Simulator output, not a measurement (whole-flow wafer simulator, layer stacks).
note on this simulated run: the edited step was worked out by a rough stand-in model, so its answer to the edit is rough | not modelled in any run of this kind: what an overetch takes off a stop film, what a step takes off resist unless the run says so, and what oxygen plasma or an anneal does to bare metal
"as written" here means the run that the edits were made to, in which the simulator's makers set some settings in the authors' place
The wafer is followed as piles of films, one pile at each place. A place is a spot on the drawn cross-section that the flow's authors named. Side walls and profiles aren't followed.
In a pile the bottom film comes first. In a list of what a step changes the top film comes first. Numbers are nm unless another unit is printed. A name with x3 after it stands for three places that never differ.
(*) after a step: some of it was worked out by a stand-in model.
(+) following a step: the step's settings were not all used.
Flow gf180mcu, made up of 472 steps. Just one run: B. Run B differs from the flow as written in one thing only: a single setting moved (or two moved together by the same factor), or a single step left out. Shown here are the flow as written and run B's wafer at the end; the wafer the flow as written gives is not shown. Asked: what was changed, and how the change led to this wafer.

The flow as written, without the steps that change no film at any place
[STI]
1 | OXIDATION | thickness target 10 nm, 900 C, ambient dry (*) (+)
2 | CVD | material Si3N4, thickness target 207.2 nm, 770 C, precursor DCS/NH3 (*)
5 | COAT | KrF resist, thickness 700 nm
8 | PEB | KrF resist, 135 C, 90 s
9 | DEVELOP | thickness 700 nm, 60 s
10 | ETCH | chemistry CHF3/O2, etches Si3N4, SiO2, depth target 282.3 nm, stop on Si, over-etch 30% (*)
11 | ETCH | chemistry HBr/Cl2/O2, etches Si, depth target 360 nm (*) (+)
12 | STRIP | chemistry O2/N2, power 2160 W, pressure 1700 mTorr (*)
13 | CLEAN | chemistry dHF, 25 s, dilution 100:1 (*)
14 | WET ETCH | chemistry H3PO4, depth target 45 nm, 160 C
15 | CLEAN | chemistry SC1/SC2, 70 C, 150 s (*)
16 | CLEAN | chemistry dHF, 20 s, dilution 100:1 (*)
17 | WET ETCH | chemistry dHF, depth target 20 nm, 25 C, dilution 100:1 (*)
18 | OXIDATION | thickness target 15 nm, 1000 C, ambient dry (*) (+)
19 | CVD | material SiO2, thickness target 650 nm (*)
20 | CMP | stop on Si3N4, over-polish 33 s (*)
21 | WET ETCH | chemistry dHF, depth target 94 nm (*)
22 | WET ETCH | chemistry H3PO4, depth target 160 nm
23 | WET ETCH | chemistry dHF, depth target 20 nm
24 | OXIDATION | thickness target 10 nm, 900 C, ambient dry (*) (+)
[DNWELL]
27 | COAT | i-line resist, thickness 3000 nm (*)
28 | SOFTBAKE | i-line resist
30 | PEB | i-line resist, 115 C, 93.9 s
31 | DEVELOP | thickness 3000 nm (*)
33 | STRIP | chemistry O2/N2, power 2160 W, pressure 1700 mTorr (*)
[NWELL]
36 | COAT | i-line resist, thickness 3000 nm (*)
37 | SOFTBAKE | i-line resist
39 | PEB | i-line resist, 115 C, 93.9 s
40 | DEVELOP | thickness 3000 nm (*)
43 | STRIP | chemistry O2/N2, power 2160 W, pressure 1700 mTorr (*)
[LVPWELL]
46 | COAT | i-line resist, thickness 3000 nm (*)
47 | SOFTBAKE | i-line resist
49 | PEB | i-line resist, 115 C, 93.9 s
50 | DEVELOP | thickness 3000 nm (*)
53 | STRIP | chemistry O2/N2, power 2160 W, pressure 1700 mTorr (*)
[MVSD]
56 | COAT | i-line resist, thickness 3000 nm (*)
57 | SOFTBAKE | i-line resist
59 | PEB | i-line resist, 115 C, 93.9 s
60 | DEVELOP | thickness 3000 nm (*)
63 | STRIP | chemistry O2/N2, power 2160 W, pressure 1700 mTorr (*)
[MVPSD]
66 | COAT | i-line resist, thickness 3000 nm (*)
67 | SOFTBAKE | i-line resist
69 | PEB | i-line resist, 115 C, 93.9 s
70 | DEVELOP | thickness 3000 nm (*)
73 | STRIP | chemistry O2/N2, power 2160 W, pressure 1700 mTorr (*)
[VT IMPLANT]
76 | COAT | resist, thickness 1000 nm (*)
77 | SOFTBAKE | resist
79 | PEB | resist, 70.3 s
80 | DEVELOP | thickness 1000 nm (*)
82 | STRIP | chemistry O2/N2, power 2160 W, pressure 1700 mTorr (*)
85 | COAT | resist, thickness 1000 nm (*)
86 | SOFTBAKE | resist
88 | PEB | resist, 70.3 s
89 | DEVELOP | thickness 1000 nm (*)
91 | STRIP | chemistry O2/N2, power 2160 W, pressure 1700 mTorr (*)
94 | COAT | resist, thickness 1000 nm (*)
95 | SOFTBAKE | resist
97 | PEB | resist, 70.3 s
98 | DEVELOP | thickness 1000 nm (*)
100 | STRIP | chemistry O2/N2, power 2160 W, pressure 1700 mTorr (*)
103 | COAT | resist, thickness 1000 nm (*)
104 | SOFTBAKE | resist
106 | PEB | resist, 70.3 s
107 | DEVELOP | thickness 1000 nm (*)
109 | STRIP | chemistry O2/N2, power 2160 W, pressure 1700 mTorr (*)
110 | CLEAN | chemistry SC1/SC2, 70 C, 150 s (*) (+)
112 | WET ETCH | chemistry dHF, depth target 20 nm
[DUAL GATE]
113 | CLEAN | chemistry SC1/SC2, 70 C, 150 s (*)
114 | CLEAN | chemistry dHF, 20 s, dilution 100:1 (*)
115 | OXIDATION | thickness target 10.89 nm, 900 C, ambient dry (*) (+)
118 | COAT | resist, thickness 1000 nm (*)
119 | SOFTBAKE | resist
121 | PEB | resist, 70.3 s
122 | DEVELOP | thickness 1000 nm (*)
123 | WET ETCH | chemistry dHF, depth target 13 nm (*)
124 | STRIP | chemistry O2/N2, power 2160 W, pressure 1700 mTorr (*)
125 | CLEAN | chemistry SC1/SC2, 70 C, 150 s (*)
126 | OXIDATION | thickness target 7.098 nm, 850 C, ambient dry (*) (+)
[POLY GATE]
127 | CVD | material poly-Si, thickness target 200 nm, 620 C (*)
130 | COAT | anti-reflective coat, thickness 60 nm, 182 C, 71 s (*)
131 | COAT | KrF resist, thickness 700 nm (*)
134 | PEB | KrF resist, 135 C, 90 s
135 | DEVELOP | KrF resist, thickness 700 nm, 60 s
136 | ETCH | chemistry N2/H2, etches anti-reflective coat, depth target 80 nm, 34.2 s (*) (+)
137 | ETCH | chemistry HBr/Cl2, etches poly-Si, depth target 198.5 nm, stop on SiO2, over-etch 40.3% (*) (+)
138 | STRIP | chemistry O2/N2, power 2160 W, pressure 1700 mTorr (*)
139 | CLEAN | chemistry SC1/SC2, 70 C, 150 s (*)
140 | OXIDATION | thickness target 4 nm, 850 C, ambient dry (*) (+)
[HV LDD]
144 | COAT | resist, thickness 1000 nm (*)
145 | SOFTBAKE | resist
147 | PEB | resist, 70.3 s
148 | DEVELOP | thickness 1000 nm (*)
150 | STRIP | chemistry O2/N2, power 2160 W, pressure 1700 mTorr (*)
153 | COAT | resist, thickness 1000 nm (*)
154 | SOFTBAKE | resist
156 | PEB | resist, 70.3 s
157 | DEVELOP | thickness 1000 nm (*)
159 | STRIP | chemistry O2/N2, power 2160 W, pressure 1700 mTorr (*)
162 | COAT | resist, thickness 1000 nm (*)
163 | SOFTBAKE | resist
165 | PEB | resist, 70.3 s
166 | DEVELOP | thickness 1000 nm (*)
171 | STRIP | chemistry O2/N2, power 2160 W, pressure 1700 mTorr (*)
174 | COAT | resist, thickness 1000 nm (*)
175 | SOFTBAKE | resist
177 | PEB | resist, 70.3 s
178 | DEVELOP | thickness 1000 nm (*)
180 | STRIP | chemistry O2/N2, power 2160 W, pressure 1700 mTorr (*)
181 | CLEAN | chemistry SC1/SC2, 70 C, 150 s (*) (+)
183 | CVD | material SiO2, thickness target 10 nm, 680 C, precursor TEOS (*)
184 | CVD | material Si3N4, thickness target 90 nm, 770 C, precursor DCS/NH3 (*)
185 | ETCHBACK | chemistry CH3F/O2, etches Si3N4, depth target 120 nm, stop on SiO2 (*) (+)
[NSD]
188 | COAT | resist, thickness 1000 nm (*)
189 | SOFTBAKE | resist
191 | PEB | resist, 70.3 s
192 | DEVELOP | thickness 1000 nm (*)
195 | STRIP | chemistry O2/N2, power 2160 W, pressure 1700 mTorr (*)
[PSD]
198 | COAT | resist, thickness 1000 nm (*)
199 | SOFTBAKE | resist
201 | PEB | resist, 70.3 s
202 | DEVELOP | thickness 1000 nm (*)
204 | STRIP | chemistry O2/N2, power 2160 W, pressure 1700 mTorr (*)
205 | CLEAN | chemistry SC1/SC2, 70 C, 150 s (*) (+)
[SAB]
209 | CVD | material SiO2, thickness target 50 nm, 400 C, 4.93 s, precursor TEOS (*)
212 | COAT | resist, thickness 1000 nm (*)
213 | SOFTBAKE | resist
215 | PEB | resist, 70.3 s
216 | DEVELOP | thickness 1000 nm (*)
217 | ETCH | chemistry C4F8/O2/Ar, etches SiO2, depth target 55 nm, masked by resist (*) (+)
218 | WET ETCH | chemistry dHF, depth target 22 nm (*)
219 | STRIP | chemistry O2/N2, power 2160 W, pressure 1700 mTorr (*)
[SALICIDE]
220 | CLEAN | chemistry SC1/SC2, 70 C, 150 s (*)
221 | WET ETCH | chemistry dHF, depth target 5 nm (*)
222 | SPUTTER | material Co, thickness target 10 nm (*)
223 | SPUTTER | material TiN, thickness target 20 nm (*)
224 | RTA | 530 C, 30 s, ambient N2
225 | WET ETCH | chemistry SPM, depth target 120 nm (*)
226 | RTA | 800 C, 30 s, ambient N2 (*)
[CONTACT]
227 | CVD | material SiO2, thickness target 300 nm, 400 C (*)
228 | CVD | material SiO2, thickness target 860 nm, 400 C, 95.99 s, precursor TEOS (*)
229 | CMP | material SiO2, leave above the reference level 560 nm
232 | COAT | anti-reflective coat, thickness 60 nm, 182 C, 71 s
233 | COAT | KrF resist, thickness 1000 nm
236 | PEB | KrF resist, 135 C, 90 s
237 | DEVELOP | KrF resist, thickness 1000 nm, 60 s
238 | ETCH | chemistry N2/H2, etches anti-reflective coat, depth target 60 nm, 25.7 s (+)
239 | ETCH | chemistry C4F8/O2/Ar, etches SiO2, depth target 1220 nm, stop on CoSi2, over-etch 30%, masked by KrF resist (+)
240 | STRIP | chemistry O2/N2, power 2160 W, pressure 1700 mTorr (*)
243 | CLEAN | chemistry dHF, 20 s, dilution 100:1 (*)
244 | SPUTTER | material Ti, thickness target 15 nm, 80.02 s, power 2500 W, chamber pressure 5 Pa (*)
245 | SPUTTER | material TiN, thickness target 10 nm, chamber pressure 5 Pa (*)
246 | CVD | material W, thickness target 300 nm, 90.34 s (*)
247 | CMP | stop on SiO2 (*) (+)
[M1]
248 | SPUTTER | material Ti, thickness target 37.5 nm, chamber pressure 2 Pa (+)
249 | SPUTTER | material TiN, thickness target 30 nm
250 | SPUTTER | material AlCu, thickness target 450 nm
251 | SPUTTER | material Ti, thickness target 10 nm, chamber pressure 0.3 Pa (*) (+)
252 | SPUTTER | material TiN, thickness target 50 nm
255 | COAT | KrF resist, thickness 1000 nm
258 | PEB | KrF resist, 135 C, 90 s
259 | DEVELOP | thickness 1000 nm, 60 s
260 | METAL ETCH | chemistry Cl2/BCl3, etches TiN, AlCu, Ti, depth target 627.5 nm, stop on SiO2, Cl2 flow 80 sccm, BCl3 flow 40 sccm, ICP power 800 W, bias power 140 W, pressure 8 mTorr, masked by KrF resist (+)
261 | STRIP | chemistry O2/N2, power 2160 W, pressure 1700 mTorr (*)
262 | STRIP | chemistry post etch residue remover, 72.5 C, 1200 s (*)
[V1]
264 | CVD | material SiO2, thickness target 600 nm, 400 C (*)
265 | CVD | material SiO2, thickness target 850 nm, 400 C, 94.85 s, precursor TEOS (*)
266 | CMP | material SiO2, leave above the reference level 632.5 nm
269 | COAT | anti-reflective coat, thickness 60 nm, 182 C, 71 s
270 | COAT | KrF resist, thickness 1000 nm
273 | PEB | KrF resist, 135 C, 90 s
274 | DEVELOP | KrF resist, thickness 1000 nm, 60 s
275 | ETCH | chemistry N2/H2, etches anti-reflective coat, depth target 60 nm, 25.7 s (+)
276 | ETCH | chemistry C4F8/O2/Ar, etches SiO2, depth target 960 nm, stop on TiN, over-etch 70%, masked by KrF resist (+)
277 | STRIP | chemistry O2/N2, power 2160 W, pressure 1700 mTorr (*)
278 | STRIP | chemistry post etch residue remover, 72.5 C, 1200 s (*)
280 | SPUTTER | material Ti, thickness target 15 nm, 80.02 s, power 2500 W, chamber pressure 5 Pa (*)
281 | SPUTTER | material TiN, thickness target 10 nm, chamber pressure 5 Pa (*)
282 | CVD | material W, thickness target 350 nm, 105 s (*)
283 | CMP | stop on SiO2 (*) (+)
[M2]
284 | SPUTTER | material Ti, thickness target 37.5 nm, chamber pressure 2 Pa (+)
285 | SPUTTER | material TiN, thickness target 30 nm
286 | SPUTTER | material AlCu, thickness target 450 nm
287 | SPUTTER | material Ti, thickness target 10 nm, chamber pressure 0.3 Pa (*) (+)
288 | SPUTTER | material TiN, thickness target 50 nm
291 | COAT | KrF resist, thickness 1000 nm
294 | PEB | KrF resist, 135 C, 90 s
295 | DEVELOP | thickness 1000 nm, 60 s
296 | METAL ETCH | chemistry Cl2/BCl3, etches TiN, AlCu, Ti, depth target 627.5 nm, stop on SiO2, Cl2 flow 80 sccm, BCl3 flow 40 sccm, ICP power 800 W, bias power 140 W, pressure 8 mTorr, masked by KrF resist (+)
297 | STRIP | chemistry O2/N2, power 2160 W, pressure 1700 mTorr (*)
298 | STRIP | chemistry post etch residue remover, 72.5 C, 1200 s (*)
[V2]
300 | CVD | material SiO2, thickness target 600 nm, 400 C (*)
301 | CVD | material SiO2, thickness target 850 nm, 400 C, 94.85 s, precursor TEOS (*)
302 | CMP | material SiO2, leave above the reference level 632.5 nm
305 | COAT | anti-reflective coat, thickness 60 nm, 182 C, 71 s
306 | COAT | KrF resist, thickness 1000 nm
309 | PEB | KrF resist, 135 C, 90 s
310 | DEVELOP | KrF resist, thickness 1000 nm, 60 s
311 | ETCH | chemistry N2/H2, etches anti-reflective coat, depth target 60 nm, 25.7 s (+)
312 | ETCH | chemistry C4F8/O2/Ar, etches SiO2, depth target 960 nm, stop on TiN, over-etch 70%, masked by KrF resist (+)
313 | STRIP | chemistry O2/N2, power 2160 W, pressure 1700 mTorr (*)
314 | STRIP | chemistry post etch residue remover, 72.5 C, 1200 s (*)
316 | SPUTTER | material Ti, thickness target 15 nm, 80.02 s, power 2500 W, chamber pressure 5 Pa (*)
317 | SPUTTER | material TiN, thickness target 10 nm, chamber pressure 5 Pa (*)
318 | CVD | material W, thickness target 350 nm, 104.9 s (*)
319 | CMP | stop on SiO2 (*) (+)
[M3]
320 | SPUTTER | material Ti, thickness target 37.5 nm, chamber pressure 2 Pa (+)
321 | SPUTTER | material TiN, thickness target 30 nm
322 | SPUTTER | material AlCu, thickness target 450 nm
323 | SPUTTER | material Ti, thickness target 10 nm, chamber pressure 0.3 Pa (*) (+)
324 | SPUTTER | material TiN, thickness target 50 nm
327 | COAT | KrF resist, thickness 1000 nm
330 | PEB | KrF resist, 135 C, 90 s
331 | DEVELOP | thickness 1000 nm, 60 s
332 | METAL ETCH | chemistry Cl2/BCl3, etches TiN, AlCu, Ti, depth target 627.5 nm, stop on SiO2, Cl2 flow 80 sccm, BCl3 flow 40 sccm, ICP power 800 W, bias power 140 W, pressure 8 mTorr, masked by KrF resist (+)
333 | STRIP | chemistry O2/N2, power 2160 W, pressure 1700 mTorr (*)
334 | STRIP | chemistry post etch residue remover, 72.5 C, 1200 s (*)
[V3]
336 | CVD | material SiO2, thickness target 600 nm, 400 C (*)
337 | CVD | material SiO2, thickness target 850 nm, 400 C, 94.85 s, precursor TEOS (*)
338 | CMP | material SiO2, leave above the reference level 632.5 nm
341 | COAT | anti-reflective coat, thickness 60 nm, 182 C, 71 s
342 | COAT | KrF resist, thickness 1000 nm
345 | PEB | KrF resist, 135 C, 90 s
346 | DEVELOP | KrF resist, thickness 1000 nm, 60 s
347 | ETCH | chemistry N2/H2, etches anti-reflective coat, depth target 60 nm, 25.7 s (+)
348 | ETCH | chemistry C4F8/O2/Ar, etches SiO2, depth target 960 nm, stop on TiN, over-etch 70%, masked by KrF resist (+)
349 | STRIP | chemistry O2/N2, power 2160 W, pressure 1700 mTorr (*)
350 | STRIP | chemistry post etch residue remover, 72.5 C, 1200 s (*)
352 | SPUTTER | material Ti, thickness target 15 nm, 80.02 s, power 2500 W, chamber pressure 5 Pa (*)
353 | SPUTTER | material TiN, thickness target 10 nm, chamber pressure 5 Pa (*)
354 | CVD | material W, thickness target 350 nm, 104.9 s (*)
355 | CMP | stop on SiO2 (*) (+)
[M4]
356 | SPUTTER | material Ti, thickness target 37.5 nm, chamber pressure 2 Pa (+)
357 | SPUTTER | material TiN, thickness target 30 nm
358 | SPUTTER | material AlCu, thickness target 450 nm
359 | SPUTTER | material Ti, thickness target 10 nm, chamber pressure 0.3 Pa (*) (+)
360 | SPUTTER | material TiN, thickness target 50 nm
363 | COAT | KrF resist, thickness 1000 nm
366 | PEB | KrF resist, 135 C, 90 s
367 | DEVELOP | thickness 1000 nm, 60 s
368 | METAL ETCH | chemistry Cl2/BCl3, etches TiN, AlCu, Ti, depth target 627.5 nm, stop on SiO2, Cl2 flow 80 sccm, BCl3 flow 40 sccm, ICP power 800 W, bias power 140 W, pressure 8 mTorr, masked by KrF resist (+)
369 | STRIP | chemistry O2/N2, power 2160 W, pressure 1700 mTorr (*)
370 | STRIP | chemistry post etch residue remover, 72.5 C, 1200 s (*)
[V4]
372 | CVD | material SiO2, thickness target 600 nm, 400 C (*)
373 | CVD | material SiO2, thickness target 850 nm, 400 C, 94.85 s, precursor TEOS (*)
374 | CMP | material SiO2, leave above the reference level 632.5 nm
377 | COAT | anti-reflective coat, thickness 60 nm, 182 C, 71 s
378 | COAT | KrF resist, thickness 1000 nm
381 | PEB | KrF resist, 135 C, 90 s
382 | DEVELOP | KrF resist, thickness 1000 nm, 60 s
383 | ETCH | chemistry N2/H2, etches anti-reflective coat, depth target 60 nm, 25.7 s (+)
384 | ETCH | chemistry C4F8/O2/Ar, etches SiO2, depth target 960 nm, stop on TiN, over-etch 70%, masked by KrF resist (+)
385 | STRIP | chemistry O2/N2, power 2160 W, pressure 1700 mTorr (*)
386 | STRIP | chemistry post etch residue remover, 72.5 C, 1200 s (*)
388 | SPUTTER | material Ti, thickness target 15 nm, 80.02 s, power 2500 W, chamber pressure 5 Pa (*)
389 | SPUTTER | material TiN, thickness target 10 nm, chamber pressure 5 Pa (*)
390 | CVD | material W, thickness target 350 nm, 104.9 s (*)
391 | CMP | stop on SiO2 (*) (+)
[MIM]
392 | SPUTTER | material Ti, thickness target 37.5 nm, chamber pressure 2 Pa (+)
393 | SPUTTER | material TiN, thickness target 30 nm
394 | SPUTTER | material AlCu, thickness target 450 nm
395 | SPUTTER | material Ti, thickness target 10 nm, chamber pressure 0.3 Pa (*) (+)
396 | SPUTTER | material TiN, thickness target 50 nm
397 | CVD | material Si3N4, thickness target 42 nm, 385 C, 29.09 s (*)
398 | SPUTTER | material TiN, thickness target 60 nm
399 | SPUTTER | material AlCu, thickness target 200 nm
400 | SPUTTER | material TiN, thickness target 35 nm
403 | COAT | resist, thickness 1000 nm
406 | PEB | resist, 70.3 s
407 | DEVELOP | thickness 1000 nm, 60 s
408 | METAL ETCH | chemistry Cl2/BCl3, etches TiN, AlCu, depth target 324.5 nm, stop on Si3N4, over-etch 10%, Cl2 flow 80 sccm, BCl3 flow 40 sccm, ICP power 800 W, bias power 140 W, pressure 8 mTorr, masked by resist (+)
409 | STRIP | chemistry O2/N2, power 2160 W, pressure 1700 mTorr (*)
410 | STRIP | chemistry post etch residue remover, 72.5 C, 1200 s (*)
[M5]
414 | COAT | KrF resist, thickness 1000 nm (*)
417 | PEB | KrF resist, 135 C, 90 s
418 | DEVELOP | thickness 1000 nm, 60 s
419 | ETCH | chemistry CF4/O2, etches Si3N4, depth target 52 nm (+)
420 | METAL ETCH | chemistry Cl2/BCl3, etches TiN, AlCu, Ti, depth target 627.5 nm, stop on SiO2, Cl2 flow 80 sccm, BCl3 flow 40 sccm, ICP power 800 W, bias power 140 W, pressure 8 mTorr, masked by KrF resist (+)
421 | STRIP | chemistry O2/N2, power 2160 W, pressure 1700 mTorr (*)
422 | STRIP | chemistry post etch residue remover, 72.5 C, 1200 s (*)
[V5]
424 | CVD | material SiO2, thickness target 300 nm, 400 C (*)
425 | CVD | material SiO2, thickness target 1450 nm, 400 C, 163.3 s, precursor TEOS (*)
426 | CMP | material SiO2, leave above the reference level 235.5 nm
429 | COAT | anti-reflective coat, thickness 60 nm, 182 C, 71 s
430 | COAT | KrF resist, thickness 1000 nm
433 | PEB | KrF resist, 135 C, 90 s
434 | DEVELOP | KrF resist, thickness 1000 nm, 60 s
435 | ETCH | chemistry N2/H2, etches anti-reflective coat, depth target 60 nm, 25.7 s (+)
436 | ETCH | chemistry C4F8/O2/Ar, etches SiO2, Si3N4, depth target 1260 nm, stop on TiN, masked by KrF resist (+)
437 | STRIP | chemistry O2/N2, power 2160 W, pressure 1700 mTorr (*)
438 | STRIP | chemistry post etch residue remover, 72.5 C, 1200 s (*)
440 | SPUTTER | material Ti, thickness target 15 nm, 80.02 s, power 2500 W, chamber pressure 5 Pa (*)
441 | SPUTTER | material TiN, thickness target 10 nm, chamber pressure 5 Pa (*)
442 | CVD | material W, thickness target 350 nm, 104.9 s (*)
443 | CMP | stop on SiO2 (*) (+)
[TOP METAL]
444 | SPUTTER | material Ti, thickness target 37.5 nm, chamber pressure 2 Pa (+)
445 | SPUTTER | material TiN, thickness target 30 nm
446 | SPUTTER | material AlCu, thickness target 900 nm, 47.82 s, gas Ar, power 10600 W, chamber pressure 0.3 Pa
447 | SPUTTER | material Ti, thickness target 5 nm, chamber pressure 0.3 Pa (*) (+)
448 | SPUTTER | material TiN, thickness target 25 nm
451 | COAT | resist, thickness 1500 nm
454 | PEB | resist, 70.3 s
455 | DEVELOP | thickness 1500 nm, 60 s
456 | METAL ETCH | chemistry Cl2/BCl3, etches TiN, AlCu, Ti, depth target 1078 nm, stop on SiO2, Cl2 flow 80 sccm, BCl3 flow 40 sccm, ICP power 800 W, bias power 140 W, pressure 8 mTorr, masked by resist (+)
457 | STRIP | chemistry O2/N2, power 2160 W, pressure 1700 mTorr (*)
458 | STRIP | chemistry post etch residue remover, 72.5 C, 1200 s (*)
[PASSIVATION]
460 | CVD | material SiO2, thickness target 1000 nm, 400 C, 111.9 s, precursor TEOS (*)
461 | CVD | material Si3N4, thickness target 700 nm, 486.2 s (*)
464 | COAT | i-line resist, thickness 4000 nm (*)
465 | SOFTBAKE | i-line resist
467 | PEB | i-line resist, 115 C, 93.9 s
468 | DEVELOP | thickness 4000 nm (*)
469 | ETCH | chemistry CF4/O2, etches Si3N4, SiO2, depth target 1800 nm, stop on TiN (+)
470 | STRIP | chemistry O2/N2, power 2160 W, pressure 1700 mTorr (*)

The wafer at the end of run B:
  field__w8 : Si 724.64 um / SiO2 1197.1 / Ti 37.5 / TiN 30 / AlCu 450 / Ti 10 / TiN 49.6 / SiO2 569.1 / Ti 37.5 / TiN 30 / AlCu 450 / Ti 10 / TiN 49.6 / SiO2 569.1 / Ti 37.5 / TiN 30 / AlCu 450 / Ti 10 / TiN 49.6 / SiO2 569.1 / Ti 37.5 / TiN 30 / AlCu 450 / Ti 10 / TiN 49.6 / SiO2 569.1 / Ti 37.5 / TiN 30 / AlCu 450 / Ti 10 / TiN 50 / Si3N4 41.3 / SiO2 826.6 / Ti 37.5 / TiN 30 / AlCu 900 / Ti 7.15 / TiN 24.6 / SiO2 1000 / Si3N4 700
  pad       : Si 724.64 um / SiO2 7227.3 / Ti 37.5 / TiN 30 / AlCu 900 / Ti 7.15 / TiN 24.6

Cause: step 447, SPUTTER: thickness target 7.15 nm was run, while the flow as written has thickness target 5 nm.
The wafer lets one read it off: field__w8 has Ti 7.15, and step 447 as written asks for 5 nm.

Step by step, how the change led to this:
  447 | SPUTTER | material Ti, thickness target 5 nm, chamber pressure 0.3 Pa (*) (+)
      field, field__w1, field__w2 and 109 more: +7.15 Ti (new film) (as written it would have been: +5 Ti (new film))
  456 | METAL ETCH | chemistry Cl2/BCl3, etches TiN, AlCu, Ti, depth target 1078 nm, stop on SiO2, Cl2 flow 80 sccm, BCl3 flow 40 sccm, ICP power 800 W, bias power 140 W, pressure 8 mTorr, masked by resist (+)
      field, field__w1, field__w2 and 103 more: -25 TiN (all of it), -7.15 Ti (all of it), -900 AlCu (all of it), -30 TiN (all of it), -37.5 Ti (all of it) (as written it would have been: -25 TiN (all of it), -5 Ti (all of it), -900 AlCu (all of it), -30 TiN (all of it), -37.5 Ti (all of it))
